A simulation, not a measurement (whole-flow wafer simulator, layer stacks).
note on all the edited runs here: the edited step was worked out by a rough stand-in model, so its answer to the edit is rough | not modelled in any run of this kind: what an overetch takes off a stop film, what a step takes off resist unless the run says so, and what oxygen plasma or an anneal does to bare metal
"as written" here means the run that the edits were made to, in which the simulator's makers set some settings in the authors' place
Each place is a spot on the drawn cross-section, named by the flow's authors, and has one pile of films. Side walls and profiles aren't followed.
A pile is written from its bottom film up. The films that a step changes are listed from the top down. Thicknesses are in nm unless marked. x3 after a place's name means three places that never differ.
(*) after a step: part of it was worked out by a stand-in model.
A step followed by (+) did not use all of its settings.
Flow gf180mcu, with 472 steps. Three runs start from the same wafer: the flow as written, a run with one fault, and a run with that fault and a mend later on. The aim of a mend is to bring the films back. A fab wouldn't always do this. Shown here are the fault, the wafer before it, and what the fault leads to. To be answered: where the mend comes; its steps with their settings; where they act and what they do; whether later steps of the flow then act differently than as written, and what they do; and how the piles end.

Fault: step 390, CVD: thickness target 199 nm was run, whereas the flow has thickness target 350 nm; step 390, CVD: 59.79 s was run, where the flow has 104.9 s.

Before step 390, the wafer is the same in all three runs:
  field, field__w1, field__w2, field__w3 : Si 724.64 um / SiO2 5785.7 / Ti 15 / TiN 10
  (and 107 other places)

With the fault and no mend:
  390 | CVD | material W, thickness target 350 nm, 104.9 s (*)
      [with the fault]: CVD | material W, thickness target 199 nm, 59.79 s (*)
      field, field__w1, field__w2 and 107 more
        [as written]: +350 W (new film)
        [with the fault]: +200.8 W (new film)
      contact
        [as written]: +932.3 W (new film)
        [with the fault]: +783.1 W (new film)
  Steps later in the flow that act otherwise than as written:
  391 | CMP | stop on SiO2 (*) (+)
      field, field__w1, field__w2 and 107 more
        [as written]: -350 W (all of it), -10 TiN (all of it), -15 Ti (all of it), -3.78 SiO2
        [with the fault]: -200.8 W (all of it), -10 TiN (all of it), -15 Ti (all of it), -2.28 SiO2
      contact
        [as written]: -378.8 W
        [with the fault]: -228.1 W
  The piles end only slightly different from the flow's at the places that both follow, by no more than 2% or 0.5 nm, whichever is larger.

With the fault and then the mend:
  The mend stands after step 390.
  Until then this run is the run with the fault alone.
  390a | CVD | material W, thickness target 151 nm, 45.26 s (a further turn of the flow's step 390, with different settings)
      field, field__w1, field__w2 and 108 more
        +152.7 W
  Later steps of the flow that are run all act as written at every place that is followed, up to a difference of at most 2% or 0.5 nm, whichever is larger.
  The piles end only slightly different from the flow's at the places that both follow, by no more than 2% or 0.5 nm, whichever is larger.
